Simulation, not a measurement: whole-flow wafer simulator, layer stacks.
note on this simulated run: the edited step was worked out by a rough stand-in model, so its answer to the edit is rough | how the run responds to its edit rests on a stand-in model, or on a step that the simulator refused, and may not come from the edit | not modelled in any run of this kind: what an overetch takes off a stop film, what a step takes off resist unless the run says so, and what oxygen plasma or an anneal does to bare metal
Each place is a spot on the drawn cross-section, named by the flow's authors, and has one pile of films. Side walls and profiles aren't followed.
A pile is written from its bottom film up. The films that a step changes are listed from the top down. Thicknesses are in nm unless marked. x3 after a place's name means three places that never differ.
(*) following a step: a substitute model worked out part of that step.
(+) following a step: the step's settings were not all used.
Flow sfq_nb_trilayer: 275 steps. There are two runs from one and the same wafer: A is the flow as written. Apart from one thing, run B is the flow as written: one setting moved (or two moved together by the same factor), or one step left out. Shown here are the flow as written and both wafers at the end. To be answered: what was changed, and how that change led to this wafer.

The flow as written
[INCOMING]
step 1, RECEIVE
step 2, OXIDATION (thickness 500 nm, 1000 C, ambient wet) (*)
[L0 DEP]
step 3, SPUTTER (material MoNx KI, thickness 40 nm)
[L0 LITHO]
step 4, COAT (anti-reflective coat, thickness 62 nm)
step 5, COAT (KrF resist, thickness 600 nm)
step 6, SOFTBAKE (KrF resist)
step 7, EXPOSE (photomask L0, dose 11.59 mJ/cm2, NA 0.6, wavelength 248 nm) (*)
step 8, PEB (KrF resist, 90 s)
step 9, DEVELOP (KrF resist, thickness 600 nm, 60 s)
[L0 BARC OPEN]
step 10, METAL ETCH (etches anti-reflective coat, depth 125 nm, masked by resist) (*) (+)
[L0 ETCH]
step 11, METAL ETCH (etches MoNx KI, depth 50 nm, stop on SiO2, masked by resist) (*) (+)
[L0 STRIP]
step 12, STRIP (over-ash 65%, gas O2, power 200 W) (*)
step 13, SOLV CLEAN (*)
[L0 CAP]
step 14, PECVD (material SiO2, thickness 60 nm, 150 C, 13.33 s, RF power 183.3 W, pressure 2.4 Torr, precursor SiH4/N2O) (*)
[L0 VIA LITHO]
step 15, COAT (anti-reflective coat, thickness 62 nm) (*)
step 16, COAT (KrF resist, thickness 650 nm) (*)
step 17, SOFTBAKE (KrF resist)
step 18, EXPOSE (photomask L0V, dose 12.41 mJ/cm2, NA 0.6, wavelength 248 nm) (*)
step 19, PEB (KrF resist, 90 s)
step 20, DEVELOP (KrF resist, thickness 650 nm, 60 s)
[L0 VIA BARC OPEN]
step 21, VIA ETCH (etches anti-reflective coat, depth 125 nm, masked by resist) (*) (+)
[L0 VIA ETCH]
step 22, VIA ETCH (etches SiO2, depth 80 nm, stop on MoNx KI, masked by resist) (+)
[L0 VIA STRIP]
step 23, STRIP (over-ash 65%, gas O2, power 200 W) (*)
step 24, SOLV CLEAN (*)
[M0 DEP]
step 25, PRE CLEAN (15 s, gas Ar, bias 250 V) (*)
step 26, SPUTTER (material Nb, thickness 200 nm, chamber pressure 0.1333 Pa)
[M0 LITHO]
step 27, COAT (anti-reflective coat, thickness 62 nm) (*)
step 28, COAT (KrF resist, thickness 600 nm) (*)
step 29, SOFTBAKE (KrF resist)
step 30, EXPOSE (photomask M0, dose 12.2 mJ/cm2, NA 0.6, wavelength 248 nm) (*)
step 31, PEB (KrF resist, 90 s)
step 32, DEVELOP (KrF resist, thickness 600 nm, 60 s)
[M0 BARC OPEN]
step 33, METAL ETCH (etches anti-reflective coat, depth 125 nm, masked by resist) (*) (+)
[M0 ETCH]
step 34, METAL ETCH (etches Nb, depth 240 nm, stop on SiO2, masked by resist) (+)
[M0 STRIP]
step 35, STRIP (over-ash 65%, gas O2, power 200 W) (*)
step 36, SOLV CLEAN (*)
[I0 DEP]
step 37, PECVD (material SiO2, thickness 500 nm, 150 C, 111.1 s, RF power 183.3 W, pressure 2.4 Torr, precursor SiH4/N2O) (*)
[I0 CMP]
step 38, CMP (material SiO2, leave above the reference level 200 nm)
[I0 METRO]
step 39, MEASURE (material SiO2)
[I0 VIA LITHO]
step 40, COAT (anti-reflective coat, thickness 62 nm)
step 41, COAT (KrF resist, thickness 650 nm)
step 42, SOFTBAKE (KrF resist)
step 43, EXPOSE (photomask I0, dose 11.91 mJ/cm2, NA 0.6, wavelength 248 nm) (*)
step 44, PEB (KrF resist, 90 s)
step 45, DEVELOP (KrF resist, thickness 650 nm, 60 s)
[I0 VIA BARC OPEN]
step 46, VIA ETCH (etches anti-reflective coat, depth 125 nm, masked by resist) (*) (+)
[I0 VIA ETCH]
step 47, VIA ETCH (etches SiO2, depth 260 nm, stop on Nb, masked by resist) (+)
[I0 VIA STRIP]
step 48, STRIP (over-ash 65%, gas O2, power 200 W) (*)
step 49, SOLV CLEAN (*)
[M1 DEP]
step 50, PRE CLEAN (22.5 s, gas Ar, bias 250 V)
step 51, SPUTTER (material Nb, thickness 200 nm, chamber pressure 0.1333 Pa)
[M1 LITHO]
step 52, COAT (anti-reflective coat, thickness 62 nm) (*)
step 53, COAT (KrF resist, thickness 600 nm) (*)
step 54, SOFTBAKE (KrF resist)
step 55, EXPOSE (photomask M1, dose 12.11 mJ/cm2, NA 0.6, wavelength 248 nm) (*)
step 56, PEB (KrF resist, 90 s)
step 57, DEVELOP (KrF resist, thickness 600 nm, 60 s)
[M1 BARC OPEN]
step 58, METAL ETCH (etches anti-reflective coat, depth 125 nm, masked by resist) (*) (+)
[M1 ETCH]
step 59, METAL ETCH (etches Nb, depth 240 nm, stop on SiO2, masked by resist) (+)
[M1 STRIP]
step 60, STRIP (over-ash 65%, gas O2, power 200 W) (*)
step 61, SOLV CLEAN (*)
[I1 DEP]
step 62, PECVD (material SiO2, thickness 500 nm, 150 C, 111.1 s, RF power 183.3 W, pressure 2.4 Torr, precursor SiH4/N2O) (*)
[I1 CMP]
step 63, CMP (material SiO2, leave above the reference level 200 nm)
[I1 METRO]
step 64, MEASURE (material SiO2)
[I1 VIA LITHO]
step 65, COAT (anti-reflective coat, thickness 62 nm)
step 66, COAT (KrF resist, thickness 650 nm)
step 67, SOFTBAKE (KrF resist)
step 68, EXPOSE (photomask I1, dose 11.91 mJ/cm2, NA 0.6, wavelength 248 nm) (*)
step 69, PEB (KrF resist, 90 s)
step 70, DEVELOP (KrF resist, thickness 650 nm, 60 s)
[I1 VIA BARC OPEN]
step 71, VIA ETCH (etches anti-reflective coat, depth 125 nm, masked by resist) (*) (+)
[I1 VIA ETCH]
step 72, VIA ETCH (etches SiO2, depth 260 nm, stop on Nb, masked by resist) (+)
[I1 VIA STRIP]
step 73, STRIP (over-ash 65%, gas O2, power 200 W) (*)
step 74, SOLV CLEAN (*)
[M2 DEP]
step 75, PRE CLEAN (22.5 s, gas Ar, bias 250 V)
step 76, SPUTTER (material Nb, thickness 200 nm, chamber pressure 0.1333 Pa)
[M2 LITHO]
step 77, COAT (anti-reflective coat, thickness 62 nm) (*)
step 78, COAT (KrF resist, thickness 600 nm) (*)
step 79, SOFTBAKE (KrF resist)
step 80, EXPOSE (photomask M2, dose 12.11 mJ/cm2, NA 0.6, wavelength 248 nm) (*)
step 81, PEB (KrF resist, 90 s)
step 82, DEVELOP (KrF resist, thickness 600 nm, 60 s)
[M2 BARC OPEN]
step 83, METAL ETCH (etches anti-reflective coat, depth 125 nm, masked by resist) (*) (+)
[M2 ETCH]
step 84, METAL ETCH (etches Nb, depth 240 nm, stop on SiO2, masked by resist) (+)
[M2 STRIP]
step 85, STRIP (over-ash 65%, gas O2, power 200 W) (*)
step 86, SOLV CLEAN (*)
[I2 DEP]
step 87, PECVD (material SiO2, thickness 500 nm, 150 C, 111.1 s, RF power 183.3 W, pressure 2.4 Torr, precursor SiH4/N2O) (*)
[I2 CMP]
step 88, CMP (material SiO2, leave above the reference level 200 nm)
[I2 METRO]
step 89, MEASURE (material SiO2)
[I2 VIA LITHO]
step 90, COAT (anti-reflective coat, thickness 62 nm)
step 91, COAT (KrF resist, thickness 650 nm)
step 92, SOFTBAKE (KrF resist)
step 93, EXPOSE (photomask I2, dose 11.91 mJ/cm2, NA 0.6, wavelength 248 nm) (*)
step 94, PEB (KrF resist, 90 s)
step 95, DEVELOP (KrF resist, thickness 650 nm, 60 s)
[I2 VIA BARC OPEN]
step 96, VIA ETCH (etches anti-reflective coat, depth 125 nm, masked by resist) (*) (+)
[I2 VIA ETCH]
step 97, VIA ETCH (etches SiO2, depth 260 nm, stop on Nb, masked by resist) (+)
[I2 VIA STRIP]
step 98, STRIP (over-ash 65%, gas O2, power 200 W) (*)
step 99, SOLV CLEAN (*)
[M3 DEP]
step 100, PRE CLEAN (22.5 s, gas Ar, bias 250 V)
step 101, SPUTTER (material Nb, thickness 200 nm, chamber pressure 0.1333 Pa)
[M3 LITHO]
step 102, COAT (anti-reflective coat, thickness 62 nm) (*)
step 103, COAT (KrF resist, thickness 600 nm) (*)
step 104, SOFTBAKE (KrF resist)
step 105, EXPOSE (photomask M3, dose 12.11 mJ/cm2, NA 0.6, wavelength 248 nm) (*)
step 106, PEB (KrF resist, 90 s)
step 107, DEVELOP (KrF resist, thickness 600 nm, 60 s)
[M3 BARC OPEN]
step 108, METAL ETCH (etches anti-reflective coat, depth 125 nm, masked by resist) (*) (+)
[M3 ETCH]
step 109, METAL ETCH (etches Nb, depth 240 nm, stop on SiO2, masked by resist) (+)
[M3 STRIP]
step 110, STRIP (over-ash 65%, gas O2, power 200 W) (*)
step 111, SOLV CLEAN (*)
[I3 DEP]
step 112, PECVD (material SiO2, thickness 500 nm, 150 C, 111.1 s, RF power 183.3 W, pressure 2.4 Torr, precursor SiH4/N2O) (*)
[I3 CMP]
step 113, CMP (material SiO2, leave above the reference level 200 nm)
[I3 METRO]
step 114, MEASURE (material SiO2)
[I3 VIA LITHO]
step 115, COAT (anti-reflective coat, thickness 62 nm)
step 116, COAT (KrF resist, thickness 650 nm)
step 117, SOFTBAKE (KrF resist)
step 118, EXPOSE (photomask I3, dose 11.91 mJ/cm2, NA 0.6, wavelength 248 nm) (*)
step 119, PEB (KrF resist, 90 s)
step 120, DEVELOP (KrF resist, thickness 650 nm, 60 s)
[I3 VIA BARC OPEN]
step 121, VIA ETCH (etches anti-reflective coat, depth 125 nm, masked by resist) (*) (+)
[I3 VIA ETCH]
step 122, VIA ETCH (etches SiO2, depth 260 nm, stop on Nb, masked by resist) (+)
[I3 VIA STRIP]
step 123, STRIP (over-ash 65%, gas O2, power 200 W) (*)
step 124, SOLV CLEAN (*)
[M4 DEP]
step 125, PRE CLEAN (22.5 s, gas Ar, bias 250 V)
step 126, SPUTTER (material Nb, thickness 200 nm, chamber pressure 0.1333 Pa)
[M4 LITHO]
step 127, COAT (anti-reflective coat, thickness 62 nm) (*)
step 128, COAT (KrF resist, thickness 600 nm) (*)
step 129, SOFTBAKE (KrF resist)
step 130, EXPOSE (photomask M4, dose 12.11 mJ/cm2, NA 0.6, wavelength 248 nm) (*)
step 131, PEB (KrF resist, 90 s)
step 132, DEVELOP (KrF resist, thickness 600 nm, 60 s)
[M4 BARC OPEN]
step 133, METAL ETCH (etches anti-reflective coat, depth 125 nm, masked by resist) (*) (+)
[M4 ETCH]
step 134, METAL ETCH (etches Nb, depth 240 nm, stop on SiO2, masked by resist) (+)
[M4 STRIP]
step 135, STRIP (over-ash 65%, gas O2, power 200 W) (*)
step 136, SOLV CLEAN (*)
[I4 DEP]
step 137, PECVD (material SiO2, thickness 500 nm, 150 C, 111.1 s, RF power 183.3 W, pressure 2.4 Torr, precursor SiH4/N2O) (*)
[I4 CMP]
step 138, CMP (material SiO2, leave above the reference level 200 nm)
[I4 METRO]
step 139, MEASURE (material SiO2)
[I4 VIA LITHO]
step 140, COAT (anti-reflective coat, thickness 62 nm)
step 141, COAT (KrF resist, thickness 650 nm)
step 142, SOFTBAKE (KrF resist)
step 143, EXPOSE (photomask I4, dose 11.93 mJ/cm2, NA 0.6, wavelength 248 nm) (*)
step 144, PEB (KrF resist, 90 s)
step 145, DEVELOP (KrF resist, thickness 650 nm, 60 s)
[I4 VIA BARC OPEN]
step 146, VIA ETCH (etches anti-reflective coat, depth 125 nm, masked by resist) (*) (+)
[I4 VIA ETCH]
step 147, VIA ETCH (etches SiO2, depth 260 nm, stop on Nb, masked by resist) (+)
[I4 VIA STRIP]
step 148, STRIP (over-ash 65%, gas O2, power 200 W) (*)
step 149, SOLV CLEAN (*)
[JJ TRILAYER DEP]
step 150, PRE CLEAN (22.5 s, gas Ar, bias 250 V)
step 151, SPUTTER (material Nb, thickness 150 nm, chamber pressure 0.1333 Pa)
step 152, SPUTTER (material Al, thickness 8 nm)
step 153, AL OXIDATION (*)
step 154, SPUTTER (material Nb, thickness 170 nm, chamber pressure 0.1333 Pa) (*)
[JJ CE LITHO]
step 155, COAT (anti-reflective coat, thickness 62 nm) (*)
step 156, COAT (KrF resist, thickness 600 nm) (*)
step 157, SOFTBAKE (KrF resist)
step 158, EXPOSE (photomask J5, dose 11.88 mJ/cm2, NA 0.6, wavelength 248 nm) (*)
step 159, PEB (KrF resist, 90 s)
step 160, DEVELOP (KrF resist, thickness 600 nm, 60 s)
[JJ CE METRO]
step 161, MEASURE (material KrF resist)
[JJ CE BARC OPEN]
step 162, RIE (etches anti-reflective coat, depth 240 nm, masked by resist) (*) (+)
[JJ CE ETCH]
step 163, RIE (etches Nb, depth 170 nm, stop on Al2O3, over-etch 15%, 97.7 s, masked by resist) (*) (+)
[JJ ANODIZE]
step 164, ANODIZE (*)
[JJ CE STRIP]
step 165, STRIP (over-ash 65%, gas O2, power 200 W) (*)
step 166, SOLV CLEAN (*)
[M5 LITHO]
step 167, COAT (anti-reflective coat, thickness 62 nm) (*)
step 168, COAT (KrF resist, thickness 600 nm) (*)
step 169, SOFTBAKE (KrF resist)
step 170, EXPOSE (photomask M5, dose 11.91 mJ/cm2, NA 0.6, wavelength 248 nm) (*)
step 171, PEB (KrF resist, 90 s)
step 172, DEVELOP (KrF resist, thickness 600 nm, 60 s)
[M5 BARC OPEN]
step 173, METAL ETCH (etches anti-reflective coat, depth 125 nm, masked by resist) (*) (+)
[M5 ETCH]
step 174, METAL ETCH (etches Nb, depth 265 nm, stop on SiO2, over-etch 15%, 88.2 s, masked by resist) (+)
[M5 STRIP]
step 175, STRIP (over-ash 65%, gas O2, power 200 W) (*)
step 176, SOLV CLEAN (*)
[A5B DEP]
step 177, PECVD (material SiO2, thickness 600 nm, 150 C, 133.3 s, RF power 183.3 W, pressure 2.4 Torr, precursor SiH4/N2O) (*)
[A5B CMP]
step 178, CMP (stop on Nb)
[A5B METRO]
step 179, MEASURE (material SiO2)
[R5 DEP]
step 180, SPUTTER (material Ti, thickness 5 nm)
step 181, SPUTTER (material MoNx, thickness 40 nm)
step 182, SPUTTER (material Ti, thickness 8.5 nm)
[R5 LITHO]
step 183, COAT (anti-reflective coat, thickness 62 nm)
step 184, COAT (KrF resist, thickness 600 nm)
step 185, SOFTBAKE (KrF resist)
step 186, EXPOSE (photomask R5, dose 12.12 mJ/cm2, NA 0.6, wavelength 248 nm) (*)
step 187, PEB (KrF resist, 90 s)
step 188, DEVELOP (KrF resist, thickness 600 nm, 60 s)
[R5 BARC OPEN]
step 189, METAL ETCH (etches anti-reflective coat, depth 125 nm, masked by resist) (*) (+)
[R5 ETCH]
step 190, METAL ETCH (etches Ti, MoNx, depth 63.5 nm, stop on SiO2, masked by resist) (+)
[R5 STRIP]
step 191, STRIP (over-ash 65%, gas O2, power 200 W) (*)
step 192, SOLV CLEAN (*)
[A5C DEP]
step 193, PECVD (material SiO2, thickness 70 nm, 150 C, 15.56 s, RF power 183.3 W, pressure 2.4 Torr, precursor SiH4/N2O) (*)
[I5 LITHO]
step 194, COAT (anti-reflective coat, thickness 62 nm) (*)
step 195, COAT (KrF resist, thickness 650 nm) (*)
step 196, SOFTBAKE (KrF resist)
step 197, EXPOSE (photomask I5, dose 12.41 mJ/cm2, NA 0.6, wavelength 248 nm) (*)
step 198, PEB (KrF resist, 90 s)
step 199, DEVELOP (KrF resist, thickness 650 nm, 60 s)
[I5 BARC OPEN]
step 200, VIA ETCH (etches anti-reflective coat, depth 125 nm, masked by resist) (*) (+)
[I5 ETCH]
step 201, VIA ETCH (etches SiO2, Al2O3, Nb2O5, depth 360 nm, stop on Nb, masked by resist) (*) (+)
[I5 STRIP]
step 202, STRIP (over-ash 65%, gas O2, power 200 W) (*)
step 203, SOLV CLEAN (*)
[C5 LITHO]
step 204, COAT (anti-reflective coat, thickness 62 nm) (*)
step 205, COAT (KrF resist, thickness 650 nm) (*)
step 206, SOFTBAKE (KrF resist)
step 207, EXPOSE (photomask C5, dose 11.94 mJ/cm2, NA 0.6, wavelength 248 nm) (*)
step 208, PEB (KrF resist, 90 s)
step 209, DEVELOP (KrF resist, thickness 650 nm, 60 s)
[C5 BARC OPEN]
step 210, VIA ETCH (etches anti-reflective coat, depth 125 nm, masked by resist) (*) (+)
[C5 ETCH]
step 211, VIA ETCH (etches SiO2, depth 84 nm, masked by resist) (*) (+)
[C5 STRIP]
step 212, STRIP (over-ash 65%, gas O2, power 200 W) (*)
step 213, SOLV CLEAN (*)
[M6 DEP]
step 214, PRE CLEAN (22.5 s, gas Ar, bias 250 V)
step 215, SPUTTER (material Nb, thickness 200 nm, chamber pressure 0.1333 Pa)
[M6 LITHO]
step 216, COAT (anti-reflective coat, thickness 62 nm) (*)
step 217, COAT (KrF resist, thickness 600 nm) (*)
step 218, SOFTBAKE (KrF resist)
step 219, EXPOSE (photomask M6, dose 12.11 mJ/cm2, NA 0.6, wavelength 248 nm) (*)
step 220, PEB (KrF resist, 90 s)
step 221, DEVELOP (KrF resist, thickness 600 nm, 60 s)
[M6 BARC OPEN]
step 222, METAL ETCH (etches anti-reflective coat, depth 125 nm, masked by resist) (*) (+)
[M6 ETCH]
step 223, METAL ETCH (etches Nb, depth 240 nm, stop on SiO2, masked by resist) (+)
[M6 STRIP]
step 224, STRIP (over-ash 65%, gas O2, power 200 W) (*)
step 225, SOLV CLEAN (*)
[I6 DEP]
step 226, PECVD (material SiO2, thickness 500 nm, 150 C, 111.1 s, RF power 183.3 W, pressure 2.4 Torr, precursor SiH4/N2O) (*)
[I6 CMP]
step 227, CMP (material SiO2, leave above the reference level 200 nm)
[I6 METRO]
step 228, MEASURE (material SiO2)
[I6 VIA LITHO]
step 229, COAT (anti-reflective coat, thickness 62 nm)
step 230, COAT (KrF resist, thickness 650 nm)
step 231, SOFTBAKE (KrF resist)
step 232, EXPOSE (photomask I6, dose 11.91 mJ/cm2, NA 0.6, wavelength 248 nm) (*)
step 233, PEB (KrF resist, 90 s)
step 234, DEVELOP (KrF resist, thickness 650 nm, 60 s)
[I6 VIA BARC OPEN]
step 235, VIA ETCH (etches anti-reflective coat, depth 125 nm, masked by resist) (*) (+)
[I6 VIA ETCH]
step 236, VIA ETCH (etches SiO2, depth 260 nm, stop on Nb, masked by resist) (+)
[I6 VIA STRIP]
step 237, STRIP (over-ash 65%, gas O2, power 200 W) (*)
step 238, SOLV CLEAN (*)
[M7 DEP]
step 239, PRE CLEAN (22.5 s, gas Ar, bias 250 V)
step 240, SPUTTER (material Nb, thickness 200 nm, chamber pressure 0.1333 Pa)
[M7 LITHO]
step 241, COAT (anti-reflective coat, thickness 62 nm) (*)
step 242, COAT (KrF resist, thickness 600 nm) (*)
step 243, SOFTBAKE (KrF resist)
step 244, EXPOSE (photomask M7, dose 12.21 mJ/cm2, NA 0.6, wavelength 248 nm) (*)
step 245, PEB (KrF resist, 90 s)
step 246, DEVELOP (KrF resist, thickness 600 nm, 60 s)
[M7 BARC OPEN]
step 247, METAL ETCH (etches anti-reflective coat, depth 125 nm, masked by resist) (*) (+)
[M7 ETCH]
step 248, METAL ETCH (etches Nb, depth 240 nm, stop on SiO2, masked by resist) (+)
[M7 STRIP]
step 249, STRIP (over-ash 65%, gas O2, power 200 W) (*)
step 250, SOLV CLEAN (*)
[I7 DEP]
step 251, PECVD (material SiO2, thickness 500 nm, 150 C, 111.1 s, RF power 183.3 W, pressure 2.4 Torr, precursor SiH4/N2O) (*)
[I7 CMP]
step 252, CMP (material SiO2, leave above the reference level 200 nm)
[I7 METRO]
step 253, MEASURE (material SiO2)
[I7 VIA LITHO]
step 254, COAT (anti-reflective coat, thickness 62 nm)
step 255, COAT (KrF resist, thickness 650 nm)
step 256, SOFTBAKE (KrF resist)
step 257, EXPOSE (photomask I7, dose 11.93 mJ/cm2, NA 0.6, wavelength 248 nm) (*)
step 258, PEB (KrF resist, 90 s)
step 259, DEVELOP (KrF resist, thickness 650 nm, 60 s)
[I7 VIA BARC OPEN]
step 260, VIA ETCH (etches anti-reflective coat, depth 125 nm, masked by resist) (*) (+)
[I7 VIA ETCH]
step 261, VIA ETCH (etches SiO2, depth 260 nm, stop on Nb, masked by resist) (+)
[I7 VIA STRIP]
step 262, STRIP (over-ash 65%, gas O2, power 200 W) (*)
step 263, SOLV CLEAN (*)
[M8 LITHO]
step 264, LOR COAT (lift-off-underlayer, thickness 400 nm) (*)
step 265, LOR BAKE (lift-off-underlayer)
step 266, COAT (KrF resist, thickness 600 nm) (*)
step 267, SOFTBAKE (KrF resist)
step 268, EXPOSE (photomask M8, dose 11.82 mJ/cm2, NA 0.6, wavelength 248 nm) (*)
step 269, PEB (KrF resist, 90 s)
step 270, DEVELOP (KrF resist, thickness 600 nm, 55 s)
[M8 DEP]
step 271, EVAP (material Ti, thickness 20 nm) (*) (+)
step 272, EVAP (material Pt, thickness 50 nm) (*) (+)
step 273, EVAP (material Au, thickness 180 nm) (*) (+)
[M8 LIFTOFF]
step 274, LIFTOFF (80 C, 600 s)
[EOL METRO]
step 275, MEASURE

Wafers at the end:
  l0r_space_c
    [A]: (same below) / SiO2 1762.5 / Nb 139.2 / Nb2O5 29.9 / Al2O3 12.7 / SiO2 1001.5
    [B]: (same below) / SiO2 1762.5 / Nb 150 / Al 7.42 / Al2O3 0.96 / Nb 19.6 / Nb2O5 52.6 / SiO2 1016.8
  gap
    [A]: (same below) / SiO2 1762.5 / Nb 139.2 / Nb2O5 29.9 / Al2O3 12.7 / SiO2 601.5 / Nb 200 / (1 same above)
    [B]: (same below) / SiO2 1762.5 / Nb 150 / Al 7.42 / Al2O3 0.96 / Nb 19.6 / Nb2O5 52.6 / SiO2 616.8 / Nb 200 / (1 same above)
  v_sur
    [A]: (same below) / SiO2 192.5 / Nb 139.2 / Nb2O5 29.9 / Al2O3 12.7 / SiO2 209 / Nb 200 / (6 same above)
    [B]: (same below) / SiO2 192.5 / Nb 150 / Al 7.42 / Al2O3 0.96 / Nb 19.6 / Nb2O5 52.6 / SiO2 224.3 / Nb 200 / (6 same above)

What caused this: step 154, SPUTTER: thickness 234 nm was run, though the flow has thickness 170 nm.

The path from the change to this, step by step:
  step 154, SPUTTER (material Nb, thickness 170 nm, chamber pressure 0.1333 Pa) (*)
      field_l, v_sur, via_sp and 100 more: A Nb gains 170 (new film) | B Nb gains 234 (new film)
      via_wl, via_wr: A Nb gains 140.7 (new film) | B Nb gains 194.2 (new film)
      (and at 1 other place as well)
  step 155, COAT (anti-reflective coat, thickness 62 nm) (*)
      via_wl, via_wr: A anti-reflective coat gains 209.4 (new film) | B anti-reflective coat gains 228.4 (new film)
      via_w: A anti-reflective coat gains 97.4 (new film) | B anti-reflective coat gains 103.7 (new film)
  step 162, RIE (etches anti-reflective coat, depth 240 nm, masked by resist) (*) (+)
      ce_l, c5j, ce_r, wl_jj: A KrF resist loses 209.4 | B KrF resist loses 228.4
      via_wl, via_wr: A anti-reflective coat loses 209.4 (all of it) | B anti-reflective coat loses 228.4 (all of it)
      (and at 1 other place as well)
  step 163, RIE (etches Nb, depth 170 nm, stop on Al2O3, over-etch 15%, 97.7 s, masked by resist) (*) (+)
      field_l, v_sur, via_sp and 96 more: A Nb loses 170 (all of it), Al2O3 loses 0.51 | B Nb loses 195.5
      via_wl, via_wr: A Nb loses 140.7 (all of it), Al2O3 loses 0.96 (all of it) | B Nb loses 194.2 (all of it), Al2O3 loses 0.03
      (and at 1 other place as well)
  step 164, ANODIZE (*)
      field_l, v_sur, via_sp and 96 more: A Al2O3 gains 12.2, Nb2O5 gains 29.9 (new film), Al loses 7.42 (all of it), Nb loses 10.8 | B Nb2O5 gains 52.6 (new film), Nb loses 18.9
      via_wl, via_wr: A Al2O3 gains 7.52 (new film), Nb2O5 gains 39.2 (new film), Al loses 4.56 (all of it), Nb loses 14.1 | B Al2O3 gains 7.52, Nb2O5 gains 37.5 (new film), Al loses 4.56 (all of it), Nb loses 13.5
      (and at 1 other place as well)
  step 165, STRIP (over-ash 65%, gas O2, power 200 W) (*)
      ce_l: A KrF resist loses 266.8 (all of it), anti-reflective coat loses 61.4 (all of it) | B KrF resist loses 247.7 (all of it), anti-reflective coat loses 61.4 (all of it)
      c5j: A KrF resist loses 266.9 (all of it), anti-reflective coat loses 61.5 (all of it) | B KrF resist loses 247.8 (all of it), anti-reflective coat loses 61.5 (all of it)
      (and at 2 other places as well)
  step 167, COAT (anti-reflective coat, thickness 62 nm) (*)
      wl_j_sl, wl_j_sr: A anti-reflective coat gains 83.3 (new film) | B anti-reflective coat gains 85.4 (new film)
      via_wl: A anti-reflective coat gains 170.5 (new film) | B anti-reflective coat gains 220.2 (new film)
      (and at 8 other places as well)
  step 168, COAT (KrF resist, thickness 600 nm) (*)
      via_w: A KrF resist gains 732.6 (new film) | B KrF resist gains 760.4 (new film)
  step 174, METAL ETCH (etches Nb, depth 265 nm, stop on SiO2, over-etch 15%, 88.2 s, masked by resist) (+)
      field_l, r_sur, res and 50 more: A Al2O3 loses 12.6 (all of it), Nb2O5 loses 29.9 (all of it), Nb loses 139.2 (all of it), SiO2 loses 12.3 | B Nb2O5 loses 52.6 (all of it), Nb loses 19.6 (all of it), Al2O3 loses 0.96 (all of it), Al loses 7.42 (all of it), Nb loses 150 (all of it)
  step 175, STRIP (over-ash 65%, gas O2, power 200 W) (*)
      via_wl: A KrF resist loses 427 (all of it), anti-reflective coat loses 170.5 (all of it) | B KrF resist loses 418.3 (all of it), anti-reflective coat loses 220.2 (all of it)
      via_w: A KrF resist loses 503.5 (all of it), anti-reflective coat loses 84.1 (all of it) | B KrF resist loses 531.2 (all of it), anti-reflective coat loses 95.2 (all of it)
      (and at 9 other places as well)
  step 178, CMP (stop on Nb)
      v_sur, via_sp, via_v and 43 more: A SiO2 loses 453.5 | B SiO2 loses 438.2
      field_l, p4_fl x3, p4_w1 x9 and 29 more: A SiO2 loses 259.3 | B SiO2 loses 207.6
      (and at 14 other places as well)
  step 201, VIA ETCH (etches SiO2, Al2O3, Nb2O5, depth 360 nm, stop on Nb, masked by resist) (*) (+)
      be: A SiO2 loses 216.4 (all of it), Al2O3 loses 12.7 (all of it), Nb2O5 loses 29.9 (all of it) | B SiO2 loses 231.6 (all of it), Nb2O5 loses 52.6 (all of it)
  step 204, COAT (anti-reflective coat, thickness 62 nm) (*)
      be: A anti-reflective coat gains 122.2 (new film) | B anti-reflective coat gains 125.9 (new film)
  step 205, COAT (KrF resist, thickness 650 nm) (*)
      be: A KrF resist gains 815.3 (new film) | B KrF resist gains 833.4 (new film)
  step 212, STRIP (over-ash 65%, gas O2, power 200 W) (*)
      be: A KrF resist loses 728.2 (all of it), anti-reflective coat loses 122.2 (all of it) | B KrF resist loses 746.2 (all of it), anti-reflective coat loses 125.9 (all of it)
  step 215, SPUTTER (material Nb, thickness 200 nm, chamber pressure 0.1333 Pa)
      be: A Nb gains 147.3 | B Nb gains 141.7
  ... 3 further steps ...
  step 226, PECVD (material SiO2, thickness 500 nm, 150 C, 111.1 s, RF power 183.3 W, pressure 2.4 Torr, precursor SiH4/N2O) (*)
      be: A SiO2 gains 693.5 (new film) | B SiO2 gains 724.4 (new film)
With metal films that touch counted as one body, l0r_space_c has 3 bodies (between them, from the top down: Al2O3 0.96; SiO2 1762.5); the flow as written gives 2 bodies (between them, from the top down: SiO2 1762.5).
With metal films that touch counted as one body, gap has 4 bodies (between them, from the top down: SiO2 616.8 / Nb2O5 52.6; Al2O3 0.96; SiO2 1762.5); the flow as written gives 3 bodies (between them, from the top down: SiO2 601.5 / Al2O3 12.7 / Nb2O5 29.9; SiO2 1762.5).
With metal films that touch counted as one body, v_sur has 10 bodies (between them, from the top down: SiO2 200; SiO2 192.5; SiO2 224.3 / Nb2O5 52.6; Al2O3 0.96; SiO2 192.5; SiO2 192.5; SiO2 192.5; SiO2 192.5; SiO2 192.5); the flow as written gives 9 bodies (between them, from the top down: SiO2 200; SiO2 192.5; SiO2 209 / Al2O3 12.7 / Nb2O5 29.9; SiO2 192.5; SiO2 192.5; SiO2 192.5; SiO2 192.5; SiO2 192.5).
